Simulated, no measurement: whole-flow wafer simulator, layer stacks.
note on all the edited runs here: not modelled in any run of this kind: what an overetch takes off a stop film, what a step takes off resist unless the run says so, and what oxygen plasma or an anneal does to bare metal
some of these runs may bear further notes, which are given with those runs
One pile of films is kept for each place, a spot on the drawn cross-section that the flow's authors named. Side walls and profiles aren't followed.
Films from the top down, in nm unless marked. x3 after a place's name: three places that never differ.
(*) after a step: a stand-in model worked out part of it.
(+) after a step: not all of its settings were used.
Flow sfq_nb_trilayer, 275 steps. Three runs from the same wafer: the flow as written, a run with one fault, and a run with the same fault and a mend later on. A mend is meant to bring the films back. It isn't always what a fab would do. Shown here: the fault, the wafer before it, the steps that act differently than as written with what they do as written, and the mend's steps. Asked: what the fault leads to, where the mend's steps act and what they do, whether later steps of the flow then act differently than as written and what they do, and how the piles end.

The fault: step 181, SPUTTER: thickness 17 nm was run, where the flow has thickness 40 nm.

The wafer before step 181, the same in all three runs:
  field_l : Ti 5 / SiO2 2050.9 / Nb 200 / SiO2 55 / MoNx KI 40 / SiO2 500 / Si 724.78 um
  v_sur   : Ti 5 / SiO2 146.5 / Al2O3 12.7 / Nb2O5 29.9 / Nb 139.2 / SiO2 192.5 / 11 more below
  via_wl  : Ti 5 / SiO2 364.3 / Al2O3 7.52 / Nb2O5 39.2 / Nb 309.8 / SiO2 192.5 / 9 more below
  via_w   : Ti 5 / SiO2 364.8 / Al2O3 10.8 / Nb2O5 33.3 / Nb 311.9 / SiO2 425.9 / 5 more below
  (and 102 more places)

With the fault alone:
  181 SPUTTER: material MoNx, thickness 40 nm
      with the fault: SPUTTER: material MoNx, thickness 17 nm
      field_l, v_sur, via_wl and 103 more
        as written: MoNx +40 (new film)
        with the fault: MoNx +17 (new film)
  Later steps of the flow that act differently than as written (11 more steps differ only slightly, by at most 2% or 0.5 nm, whichever is larger, and aren't shown):
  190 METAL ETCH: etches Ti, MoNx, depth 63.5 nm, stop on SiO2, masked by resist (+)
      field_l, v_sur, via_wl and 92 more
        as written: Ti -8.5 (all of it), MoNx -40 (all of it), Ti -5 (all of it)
        with the fault: Ti -8.5 (all of it), MoNx -17 (all of it), Ti -5 (all of it)
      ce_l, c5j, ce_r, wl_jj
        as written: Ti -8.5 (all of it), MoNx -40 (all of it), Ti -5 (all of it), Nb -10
        with the fault: Ti -8.5 (all of it), MoNx -17 (all of it), Ti -5 (all of it), Nb -33
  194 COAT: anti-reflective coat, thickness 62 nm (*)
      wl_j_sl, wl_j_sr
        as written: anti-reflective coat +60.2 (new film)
        with the fault: anti-reflective coat +56.5 (new film)
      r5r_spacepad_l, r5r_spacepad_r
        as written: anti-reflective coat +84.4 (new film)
        with the fault: anti-reflective coat +74.5 (new film)
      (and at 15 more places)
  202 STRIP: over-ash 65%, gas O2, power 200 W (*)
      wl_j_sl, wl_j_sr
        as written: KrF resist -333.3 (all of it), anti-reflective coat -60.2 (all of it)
        with the fault: KrF resist -333.4 (all of it), anti-reflective coat -56.5 (all of it)
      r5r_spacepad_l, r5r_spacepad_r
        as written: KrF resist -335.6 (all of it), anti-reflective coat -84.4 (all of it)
        with the fault: KrF resist -334.8 (all of it), anti-reflective coat -74.5 (all of it)
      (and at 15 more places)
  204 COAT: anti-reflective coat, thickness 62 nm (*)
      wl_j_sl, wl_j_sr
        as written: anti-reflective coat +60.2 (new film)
        with the fault: anti-reflective coat +56.5 (new film)
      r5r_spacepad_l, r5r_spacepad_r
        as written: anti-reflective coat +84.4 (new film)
        with the fault: anti-reflective coat +74.5 (new film)
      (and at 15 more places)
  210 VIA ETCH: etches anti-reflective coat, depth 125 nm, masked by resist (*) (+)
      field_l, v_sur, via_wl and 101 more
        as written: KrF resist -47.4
        with the fault: KrF resist -48.9
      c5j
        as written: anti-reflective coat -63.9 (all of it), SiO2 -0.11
        with the fault: anti-reflective coat -70.2 (all of it), SiO2 -0.09
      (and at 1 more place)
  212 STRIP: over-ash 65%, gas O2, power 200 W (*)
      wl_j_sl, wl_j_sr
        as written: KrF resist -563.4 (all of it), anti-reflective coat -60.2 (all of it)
        with the fault: KrF resist -561.8 (all of it), anti-reflective coat -56.5 (all of it)
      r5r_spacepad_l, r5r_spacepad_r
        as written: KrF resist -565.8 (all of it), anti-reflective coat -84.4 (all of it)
        with the fault: KrF resist -563.1 (all of it), anti-reflective coat -74.5 (all of it)
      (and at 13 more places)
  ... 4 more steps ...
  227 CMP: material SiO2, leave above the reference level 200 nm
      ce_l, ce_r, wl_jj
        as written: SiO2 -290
        with the fault: SiO2 -267
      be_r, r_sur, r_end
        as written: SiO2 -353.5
        with the fault: SiO2 -330.5
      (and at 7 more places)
  At the end the piles differ from the flow's by more than 2% or 0.5 nm, whichever is larger, at ce_l, c5j, ce_r and 8 more.
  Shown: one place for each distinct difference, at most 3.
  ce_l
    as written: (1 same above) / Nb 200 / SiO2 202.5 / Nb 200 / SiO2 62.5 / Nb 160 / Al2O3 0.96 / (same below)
    with the fault: (1 same above) / Nb 200 / SiO2 225.5 / Nb 200 / SiO2 62.5 / Nb 137 / Al2O3 0.96 / (same below)
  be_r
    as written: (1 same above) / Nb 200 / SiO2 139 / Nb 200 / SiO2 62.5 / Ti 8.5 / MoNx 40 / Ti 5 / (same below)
    with the fault: (1 same above) / Nb 200 / SiO2 162 / Nb 200 / SiO2 62.5 / Ti 8.5 / MoNx 17 / Ti 5 / (same below)
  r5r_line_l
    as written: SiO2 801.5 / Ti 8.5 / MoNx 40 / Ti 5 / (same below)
    with the fault: SiO2 824.5 / Ti 8.5 / MoNx 17 / Ti 5 / (same below)

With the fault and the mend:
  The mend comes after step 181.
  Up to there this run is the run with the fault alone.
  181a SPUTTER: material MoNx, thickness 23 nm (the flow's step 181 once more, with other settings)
      field_l, v_sur, via_wl and 103 more
        MoNx +23
  No later step of the flow acts differently than as written at any place that is followed.
  At the end the piles are the same as the flow's at every place that both follow.
